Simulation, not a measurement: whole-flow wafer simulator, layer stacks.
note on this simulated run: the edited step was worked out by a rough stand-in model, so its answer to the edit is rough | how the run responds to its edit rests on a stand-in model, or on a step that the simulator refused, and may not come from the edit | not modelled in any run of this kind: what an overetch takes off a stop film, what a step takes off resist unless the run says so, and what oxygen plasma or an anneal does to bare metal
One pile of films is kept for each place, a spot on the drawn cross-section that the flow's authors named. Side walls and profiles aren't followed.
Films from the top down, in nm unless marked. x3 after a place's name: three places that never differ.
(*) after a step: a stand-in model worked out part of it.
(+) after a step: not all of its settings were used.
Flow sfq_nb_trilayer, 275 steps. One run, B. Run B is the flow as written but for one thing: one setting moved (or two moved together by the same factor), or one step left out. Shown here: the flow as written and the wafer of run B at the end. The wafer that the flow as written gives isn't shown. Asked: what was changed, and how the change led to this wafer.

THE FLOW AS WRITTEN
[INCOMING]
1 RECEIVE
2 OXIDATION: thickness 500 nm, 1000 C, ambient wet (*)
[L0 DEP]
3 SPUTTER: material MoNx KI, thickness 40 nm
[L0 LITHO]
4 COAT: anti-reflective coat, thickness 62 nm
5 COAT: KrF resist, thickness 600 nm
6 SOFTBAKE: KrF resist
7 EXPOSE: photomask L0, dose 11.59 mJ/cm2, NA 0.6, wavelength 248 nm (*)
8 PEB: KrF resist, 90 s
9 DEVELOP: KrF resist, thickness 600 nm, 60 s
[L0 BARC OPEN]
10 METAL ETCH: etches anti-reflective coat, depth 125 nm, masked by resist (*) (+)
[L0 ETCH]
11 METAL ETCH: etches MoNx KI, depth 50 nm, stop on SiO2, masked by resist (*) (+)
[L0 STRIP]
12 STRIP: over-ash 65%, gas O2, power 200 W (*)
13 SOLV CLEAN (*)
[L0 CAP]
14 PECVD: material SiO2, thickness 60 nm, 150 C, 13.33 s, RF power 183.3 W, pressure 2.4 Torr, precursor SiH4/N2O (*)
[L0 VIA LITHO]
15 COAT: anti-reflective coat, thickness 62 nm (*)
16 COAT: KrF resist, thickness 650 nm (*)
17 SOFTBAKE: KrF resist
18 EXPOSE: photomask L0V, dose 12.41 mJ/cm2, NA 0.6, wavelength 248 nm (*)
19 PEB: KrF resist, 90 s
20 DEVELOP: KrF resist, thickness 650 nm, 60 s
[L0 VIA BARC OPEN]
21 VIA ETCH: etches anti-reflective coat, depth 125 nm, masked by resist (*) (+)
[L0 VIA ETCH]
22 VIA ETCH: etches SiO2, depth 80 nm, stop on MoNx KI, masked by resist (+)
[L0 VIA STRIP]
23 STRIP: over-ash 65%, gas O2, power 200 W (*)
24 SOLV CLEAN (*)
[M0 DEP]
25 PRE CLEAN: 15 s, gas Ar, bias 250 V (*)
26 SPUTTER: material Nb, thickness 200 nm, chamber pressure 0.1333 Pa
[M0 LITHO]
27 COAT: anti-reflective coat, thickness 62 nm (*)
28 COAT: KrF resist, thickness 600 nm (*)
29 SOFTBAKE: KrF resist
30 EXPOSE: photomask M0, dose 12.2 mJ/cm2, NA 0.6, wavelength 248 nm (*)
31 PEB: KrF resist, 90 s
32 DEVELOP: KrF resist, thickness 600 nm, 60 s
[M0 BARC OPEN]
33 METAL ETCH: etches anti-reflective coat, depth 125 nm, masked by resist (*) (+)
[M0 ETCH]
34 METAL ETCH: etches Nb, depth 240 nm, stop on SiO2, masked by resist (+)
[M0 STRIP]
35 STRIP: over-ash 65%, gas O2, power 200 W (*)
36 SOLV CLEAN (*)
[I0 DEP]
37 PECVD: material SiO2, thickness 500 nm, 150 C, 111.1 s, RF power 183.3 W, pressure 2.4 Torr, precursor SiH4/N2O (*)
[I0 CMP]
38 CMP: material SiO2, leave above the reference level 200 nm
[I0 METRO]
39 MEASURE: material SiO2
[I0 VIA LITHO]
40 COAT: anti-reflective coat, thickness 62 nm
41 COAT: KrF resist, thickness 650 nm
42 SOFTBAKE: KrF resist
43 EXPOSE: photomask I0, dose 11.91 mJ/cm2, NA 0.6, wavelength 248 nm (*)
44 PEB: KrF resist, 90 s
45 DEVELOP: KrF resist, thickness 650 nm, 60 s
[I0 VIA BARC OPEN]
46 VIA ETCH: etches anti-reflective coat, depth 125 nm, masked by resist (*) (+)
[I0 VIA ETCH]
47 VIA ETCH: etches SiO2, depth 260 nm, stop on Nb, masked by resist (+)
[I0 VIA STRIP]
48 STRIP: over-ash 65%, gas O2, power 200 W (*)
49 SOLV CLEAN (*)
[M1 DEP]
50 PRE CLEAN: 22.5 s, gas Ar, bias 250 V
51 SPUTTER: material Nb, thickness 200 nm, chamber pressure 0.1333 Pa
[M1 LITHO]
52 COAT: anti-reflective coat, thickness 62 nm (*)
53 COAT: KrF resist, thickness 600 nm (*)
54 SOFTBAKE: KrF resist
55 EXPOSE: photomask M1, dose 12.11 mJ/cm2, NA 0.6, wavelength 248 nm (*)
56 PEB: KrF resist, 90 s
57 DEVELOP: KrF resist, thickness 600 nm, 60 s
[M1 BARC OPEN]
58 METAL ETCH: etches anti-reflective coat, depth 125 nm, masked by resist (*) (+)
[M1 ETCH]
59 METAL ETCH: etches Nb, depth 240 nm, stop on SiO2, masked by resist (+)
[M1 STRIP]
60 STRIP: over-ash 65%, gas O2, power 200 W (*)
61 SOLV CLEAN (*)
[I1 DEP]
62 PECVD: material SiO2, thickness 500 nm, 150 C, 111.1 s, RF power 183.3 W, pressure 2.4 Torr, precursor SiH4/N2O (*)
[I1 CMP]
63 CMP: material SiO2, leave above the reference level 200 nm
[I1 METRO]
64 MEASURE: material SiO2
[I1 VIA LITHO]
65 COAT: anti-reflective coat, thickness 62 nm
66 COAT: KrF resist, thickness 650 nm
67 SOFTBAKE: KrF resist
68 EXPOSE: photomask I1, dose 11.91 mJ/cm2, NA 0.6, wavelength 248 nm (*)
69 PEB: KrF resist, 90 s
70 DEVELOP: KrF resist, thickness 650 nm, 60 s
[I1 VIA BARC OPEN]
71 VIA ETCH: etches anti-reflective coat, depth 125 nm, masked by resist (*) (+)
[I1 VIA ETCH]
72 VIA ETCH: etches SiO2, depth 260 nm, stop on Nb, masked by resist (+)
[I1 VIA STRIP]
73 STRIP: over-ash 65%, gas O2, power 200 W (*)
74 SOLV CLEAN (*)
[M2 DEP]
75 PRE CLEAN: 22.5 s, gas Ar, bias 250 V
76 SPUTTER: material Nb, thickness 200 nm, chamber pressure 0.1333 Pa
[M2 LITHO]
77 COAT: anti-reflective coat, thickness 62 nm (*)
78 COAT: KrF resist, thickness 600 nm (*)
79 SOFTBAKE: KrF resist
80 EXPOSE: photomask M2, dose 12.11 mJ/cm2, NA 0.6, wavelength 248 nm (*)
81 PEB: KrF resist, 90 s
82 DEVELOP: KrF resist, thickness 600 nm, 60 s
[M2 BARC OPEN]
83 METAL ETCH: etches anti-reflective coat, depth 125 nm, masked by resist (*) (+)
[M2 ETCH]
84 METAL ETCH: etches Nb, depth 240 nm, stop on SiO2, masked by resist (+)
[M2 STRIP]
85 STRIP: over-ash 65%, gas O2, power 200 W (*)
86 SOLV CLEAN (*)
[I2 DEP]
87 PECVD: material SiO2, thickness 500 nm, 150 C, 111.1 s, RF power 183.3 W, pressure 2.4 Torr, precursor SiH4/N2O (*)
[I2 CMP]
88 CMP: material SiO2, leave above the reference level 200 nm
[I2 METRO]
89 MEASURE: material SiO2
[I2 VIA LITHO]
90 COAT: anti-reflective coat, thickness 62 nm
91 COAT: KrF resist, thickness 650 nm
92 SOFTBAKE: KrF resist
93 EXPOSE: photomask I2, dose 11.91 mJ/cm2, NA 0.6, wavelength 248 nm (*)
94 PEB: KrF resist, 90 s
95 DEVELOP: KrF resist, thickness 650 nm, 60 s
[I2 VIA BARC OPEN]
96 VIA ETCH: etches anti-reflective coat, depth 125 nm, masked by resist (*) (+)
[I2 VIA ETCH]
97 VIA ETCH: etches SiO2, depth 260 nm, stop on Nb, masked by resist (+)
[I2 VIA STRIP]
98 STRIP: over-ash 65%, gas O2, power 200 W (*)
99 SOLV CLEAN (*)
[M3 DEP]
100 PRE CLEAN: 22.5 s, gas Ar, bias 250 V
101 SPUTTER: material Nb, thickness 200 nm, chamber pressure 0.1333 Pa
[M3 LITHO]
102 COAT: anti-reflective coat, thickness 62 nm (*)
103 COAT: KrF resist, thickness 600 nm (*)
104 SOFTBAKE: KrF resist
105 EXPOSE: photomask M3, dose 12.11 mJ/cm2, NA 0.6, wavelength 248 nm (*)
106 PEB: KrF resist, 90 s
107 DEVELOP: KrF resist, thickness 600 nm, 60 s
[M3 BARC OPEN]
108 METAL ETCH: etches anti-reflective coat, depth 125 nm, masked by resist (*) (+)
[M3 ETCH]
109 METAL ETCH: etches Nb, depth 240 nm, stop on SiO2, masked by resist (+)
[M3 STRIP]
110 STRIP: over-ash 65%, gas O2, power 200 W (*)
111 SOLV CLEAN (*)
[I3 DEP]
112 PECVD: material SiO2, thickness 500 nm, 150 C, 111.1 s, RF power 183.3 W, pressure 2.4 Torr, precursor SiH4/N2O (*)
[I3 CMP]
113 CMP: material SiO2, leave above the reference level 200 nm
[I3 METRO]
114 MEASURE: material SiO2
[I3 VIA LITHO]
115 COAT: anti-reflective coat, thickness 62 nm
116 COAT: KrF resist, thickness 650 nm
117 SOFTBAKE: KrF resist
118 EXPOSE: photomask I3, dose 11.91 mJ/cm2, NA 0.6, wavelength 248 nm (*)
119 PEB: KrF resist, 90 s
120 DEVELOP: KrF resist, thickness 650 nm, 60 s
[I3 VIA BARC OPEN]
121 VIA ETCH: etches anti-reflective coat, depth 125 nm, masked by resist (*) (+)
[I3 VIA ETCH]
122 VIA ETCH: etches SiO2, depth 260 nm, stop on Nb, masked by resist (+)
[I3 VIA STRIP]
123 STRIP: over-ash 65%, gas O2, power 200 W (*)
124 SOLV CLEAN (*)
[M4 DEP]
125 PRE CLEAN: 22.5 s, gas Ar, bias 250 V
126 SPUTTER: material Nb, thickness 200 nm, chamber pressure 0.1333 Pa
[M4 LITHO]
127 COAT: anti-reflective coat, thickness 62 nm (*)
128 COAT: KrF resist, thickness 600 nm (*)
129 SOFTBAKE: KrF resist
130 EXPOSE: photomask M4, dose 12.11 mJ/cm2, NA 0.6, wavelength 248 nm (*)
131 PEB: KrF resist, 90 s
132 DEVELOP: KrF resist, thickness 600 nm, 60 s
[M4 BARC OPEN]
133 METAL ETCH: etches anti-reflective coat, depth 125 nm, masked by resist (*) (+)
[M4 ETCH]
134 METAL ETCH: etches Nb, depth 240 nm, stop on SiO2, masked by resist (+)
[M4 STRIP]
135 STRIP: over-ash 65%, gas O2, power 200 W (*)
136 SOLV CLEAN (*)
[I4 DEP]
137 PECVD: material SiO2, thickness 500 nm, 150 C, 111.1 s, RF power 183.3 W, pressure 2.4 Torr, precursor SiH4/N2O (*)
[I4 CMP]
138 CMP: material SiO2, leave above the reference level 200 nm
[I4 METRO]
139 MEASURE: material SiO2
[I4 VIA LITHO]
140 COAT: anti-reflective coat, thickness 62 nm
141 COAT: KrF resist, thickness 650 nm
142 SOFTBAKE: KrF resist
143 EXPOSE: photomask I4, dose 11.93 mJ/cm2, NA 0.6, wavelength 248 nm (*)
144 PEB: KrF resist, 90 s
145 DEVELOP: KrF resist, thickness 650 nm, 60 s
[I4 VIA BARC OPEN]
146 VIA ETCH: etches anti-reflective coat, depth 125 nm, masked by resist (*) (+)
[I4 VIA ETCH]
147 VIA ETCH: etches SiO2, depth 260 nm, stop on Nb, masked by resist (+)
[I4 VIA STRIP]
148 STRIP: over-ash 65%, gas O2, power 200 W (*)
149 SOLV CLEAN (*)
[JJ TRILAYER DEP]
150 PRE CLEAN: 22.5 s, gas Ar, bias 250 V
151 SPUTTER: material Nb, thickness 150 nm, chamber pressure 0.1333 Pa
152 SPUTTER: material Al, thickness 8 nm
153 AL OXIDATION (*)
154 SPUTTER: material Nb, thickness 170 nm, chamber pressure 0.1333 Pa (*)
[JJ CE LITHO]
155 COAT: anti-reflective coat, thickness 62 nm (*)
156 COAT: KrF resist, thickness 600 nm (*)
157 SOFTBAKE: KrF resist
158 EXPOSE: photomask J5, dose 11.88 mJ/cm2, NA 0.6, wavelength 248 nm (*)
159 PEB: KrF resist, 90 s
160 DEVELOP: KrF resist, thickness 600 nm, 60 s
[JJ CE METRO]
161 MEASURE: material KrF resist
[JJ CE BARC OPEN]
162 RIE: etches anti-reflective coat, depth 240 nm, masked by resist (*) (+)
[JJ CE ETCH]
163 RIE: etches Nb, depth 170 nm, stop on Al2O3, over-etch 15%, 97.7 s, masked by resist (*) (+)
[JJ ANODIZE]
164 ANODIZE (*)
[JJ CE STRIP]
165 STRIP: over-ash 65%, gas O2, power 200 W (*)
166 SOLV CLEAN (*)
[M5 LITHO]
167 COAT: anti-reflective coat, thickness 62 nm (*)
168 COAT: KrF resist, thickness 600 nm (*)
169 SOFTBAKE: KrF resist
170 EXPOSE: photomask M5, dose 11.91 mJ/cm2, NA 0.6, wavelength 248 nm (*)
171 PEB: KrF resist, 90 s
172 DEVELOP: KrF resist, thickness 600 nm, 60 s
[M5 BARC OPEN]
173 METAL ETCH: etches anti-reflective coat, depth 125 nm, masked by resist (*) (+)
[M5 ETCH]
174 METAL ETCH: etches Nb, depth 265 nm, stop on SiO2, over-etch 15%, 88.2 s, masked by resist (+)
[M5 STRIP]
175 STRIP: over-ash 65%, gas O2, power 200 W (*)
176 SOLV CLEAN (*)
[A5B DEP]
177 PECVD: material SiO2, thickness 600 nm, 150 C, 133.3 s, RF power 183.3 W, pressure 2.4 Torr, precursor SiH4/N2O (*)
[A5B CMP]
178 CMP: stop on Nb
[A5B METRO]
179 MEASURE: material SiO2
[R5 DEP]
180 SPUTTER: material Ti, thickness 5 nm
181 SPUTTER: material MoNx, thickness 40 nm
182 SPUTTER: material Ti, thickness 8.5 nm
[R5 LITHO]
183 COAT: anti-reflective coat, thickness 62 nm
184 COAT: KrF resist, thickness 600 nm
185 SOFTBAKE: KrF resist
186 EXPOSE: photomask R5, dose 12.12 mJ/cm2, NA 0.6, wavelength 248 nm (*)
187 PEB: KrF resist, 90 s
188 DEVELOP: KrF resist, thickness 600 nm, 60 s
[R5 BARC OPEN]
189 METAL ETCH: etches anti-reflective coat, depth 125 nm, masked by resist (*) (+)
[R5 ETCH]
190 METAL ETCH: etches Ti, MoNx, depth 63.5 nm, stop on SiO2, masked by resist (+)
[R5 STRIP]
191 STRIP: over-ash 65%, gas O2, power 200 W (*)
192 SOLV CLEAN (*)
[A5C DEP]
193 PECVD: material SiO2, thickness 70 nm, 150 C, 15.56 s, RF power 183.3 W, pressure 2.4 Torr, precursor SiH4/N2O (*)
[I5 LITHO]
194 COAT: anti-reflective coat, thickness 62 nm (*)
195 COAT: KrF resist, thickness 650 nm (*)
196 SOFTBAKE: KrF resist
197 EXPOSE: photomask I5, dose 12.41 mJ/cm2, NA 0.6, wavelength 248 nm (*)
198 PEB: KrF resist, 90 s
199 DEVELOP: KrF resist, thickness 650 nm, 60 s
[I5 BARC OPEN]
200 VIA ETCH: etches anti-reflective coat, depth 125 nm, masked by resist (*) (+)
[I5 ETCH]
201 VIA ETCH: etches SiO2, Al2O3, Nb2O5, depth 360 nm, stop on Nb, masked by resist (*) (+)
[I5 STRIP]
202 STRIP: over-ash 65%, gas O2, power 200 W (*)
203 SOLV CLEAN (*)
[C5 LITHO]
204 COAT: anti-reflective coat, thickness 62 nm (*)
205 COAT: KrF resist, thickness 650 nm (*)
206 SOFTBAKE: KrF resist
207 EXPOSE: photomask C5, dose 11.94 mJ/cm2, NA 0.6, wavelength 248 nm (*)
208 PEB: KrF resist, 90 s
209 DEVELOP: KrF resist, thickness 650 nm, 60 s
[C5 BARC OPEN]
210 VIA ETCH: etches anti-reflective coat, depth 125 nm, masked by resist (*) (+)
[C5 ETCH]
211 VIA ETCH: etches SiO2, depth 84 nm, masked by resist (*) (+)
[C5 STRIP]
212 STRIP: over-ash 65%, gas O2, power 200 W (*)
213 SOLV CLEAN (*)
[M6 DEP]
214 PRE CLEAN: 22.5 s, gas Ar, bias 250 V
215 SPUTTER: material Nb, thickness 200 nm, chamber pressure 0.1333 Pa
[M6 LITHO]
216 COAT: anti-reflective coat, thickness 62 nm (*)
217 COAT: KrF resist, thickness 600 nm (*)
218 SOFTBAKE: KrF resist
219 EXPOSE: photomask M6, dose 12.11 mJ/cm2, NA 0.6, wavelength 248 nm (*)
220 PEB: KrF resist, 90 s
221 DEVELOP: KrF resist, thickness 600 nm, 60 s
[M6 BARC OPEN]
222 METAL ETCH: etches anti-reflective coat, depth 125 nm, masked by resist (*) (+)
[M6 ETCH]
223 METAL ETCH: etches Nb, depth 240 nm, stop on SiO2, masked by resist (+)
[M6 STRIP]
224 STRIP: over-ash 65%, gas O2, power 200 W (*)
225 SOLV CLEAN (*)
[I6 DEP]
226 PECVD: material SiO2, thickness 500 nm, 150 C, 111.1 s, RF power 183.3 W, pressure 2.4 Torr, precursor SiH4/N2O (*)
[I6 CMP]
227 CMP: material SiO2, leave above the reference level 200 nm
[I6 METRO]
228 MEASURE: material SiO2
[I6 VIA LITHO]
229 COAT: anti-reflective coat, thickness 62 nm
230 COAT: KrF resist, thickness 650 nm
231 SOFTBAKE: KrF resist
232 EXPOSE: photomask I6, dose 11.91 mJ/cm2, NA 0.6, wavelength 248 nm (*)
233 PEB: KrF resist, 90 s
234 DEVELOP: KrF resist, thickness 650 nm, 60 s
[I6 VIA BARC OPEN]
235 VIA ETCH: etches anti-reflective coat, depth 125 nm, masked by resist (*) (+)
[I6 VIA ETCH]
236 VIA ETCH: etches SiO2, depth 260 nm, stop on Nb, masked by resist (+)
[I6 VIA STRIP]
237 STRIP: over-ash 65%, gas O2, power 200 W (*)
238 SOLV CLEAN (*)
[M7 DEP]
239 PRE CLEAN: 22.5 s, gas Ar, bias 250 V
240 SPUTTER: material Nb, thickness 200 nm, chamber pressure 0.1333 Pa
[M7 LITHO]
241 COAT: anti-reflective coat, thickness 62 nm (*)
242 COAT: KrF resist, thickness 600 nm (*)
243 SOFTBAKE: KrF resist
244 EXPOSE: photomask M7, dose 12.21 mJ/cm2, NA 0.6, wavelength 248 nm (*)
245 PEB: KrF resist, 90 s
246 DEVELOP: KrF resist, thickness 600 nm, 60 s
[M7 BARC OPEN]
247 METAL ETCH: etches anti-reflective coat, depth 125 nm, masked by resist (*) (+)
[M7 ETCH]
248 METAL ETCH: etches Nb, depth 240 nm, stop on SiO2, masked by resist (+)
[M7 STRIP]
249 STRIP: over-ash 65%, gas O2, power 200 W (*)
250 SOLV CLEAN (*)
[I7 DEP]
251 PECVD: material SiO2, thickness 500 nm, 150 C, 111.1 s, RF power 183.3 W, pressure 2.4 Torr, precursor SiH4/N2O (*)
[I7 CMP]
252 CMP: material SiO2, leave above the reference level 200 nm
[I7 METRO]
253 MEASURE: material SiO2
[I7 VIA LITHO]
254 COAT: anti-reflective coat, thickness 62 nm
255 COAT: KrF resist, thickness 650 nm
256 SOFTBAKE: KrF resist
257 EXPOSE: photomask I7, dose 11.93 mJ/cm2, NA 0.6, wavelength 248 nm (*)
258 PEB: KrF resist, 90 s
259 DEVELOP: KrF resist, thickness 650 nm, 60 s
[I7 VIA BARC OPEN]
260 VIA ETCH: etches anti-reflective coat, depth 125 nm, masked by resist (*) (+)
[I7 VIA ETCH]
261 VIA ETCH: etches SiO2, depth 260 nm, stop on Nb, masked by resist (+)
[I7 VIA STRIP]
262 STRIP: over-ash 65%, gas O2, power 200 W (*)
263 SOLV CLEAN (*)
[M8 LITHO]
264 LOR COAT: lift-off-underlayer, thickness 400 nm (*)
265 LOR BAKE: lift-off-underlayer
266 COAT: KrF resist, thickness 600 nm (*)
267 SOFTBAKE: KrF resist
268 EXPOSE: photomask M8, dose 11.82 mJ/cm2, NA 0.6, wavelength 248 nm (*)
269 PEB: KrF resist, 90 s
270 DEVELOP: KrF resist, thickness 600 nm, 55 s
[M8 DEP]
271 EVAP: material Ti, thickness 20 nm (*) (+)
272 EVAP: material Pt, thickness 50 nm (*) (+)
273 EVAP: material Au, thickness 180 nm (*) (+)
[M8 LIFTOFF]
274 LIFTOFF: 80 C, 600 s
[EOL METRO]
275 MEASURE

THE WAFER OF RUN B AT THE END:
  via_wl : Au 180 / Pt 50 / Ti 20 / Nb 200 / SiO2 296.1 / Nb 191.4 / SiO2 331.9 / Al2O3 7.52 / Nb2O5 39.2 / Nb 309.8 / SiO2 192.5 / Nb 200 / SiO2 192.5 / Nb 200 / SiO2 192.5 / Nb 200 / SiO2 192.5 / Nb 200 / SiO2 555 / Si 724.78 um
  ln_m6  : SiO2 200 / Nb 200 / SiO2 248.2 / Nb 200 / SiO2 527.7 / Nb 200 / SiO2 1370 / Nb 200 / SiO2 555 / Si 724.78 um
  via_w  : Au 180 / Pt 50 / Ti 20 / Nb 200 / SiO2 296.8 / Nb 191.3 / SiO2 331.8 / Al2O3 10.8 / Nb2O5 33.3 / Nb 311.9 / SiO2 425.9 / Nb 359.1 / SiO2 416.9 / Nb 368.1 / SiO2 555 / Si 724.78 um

The cause: step 177, PECVD: thickness 285 nm was run, where the flow has thickness 600 nm; step 177, PECVD: 63.33 s was run, where the flow has 133.3 s.

How the change led to this, step by step:
  177 PECVD: material SiO2, thickness 600 nm, 150 C, 133.3 s, RF power 183.3 W, pressure 2.4 Torr, precursor SiH4/N2O (*)
      v_sur, via_sp, via_v and 47 more: SiO2 +285 (new film) (as written it would be: SiO2 +600 (new film))
      field_l, p4_fl, p4_fm and 39 more: SiO2 +285 (as written it would be: SiO2 +600)
      (and at 14 more places)
  178 CMP: stop on Nb
      field_l, p4_fl, p4_fm and 39 more: nothing (as written it would be: SiO2 -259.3)
      r_sur, res, r_end, moat, field_r, lsp_l: nothing (as written it would be: SiO2 -252.3)
      (and at 58 more places)
  180 SPUTTER: material Ti, thickness 5 nm
      via_wl, via_wr: Ti +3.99 (new film) (as written it would be: Ti +5 (new film))
  181 SPUTTER: material MoNx, thickness 40 nm
      via_wl, via_wr: MoNx +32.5 (new film) (as written it would be: MoNx +40 (new film))
      r_sur: MoNx +37.8 (new film) (as written it would be: MoNx +40 (new film))
      (and at 1 more place)
  182 SPUTTER: material Ti, thickness 8.5 nm
      via_wl, via_wr: Ti +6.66 (new film) (as written it would be: Ti +8.5 (new film))
      r_sur: Ti +7.96 (new film) (as written it would be: Ti +8.5 (new film))
  183 COAT: anti-reflective coat, thickness 62 nm
      wl_c_m6, wl_c_sr, wl_d_sl, wl_d_m1: anti-reflective coat +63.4 (new film) (as written it would be: anti-reflective coat +62 (new film))
      wire, ce_l, c5j: anti-reflective coat +58.5 (new film) (as written it would be: anti-reflective coat +62 (new film))
      (and at 51 more places)
  184 COAT: KrF resist, thickness 600 nm
      ln_m5, wl_e_m5: KrF resist +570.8 (new film) (as written it would be: KrF resist +600 (new film))
      m5r_line_l, m5r_line_r: KrF resist +581.5 (new film) (as written it would be: KrF resist +600 (new film))
      (and at 24 more places)
  188 DEVELOP: KrF resist, thickness 600 nm, 60 s
      ce_l, m5r_linepad_l, m5r_linepad_r: KrF resist -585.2 (all of it) (as written it would be: KrF resist -598.7 (all of it))
      ln_m5, wl_e_m5: KrF resist -569.6 (all of it) (as written it would be: KrF resist -598.7 (all of it))
      (and at 21 more places)
  189 METAL ETCH: etches anti-reflective coat, depth 125 nm, masked by resist (*) (+)
      be_r, r_sur, res, r_end, r5r_line_l, r5r_line_c, r5r_line_r: KrF resist -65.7 (as written it would be: KrF resist -51.7)
      wl_c_m6, wl_c_sr, wl_d_sl, wl_d_m1: anti-reflective coat -63.4 (all of it) (as written it would be: anti-reflective coat -62 (all of it))
      (and at 50 more places)
  190 METAL ETCH: etches Ti, MoNx, depth 63.5 nm, stop on SiO2, masked by resist (+)
      via_wl, via_wr: Ti -6.66 (all of it), MoNx -32.5 (all of it), Ti -3.99 (all of it) (as written it would be: Ti -8.5 (all of it), MoNx -40 (all of it), Ti -5 (all of it))
      lsp_l: Ti -8.24 (all of it), MoNx -38.9 (all of it), Ti -4.85 (all of it) (as written it would be: Ti -8.5 (all of it), MoNx -40 (all of it), Ti -5 (all of it))
  191 STRIP: over-ash 65%, gas O2, power 200 W (*)
      r5r_line_l, r5r_line_c, r5r_line_r: KrF resist -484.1 (all of it), anti-reflective coat -62 (all of it) (as written it would be: KrF resist -498.2 (all of it), anti-reflective coat -62 (all of it))
      be_r: KrF resist -465.4 (all of it), anti-reflective coat -54.5 (all of it) (as written it would be: KrF resist -498.2 (all of it), anti-reflective coat -62 (all of it))
      (and at 3 more places)
  194 COAT: anti-reflective coat, thickness 62 nm (*)
      be, be_sur: anti-reflective coat +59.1 (new film) (as written it would be: anti-reflective coat +62.4 (new film))
      wl_b_sr, wl_e_sr: anti-reflective coat +67.2 (new film) (as written it would be: anti-reflective coat +62 (new film))
      (and at 54 more places)
  195 COAT: KrF resist, thickness 650 nm (*)
      m5r_space_l, m5r_space_r: KrF resist +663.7 (new film) (as written it would be: KrF resist +650 (new film))
      m5r_linepad_l, m5r_linepad_r: KrF resist +636.4 (new film) (as written it would be: KrF resist +650 (new film))
      (and at 22 more places)
  199 DEVELOP: KrF resist, thickness 650 nm, 60 s
      be: KrF resist -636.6 (all of it) (as written it would be: KrF resist -649.8 (all of it))
  200 VIA ETCH: etches anti-reflective coat, depth 125 nm, masked by resist (*) (+)
      field_l, v_sur, via_wl and 102 more: KrF resist -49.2 (as written it would be: KrF resist -52)
      be: anti-reflective coat -59.1 (all of it), SiO2 -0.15 (as written it would be: anti-reflective coat -62.4 (all of it), SiO2 -0.16)
  202 STRIP: over-ash 65%, gas O2, power 200 W (*)
      wl_b_sr, wl_e_sr: KrF resist -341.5 (all of it), anti-reflective coat -67.2 (all of it) (as written it would be: KrF resist -333 (all of it), anti-reflective coat -62 (all of it))
      m5r_linepad_l, m5r_linepad_r: KrF resist -322.3 (all of it), anti-reflective coat -48.9 (all of it) (as written it would be: KrF resist -333.1 (all of it), anti-reflective coat -62 (all of it))
      (and at 59 more places)
  ... 12 more steps ...
  227 CMP: material SiO2, leave above the reference level 200 nm
      field_l, p4_fl, p4_fm and 35 more: SiO2 -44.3 (as written it would be: SiO2 -100)
      ln_m6, wl_a_m6, wl_c_m6, wl_f_m6: SiO2 -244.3 (as written it would be: SiO2 -300)
      (and at 15 more places)
